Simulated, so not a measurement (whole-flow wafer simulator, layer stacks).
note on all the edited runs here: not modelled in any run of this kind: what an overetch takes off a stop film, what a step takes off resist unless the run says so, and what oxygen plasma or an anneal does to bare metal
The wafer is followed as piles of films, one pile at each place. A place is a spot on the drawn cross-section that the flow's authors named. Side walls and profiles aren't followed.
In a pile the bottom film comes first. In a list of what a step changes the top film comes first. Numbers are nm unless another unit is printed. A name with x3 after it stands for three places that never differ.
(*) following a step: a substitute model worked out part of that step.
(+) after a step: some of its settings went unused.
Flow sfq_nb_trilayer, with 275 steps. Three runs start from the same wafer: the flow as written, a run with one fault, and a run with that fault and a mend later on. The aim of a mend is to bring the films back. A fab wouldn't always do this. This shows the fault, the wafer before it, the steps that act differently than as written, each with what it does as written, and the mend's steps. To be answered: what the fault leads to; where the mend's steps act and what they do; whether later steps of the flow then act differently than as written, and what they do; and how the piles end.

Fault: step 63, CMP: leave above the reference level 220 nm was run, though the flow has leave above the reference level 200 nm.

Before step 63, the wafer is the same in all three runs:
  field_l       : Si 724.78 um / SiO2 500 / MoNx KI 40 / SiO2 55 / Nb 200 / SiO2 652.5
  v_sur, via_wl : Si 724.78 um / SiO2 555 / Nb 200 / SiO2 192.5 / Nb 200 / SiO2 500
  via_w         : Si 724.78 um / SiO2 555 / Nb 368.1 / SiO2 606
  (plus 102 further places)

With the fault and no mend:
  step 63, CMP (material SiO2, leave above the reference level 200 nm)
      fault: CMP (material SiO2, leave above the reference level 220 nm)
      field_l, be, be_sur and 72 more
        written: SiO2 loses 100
        fault: SiO2 loses 80
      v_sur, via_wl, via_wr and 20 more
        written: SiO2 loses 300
        fault: SiO2 loses 280
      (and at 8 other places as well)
  Later steps of the flow acting differently than as written (3 more steps, not shown, differ only slightly: by at most 2% or 0.5 nm, whichever is larger):
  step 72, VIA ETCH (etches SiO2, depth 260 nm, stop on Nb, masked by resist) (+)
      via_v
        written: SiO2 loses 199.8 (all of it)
        fault: SiO2 loses 219.8 (all of it)
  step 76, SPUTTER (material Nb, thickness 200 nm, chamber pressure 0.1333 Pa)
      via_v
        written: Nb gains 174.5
        fault: Nb gains 170.8
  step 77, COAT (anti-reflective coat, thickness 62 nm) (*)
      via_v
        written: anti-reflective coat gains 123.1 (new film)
        fault: anti-reflective coat gains 127.2 (new film)
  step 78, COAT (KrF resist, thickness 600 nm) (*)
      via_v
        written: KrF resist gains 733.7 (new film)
        fault: KrF resist gains 750 (new film)
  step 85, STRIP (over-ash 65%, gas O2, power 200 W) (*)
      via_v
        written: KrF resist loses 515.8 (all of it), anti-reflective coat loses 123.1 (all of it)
        fault: KrF resist loses 532 (all of it), anti-reflective coat loses 127.2 (all of it)
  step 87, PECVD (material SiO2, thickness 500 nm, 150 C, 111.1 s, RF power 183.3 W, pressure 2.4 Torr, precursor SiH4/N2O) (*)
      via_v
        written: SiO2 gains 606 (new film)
        fault: SiO2 gains 629.8 (new film)
  The piles end different from the flow's at v_sur, via_wl, via_w and 29 more by more than 2% or 0.5 nm, whichever is larger.
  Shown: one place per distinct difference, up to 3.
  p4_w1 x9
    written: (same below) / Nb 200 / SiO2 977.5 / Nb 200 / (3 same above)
    fault: (same below) / Nb 200 / SiO2 997.5 / Nb 200 / (3 same above)
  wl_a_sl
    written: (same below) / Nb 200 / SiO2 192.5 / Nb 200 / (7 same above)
    fault: (same below) / Nb 200 / SiO2 212.5 / Nb 200 / (7 same above)
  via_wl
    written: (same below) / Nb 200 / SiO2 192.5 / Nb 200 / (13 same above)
    fault: (same below) / Nb 200 / SiO2 212.5 / Nb 200 / (13 same above)

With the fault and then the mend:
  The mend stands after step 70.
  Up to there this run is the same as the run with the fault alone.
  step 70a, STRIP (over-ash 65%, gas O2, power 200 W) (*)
      field_l, v_sur, via_wl and 102 more
        KrF resist loses 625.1 (all of it), anti-reflective coat loses 62 (all of it)
      via_v
        anti-reflective coat loses 62 (all of it)
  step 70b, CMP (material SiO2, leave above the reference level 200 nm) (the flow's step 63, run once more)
      field_l, v_sur, via_wl and 103 more
        SiO2 loses 20
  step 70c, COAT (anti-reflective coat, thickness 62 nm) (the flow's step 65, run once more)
      field_l, v_sur, via_wl and 103 more
        anti-reflective coat gains 62 (new film)
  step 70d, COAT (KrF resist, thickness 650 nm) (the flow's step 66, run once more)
      field_l, v_sur, via_wl and 103 more
        KrF resist gains 650 (new film)
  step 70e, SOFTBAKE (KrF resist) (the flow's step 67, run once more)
      leaves every film unchanged at each place that is followed
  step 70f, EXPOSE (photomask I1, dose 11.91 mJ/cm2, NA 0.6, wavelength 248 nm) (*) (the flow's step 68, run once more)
      leaves every film unchanged at each place that is followed
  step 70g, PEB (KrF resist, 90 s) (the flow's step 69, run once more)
      field_l, v_sur, via_wl and 103 more
        KrF resist loses 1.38
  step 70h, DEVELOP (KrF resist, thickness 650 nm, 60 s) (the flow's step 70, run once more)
      field_l, v_sur, via_wl and 102 more
        KrF resist loses 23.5
      via_v
        KrF resist loses 648.6 (all of it)
  Later steps of the flow that are run all act as written at every place that is followed.
  By the end, the piles equal the flow's at every place that both follow.
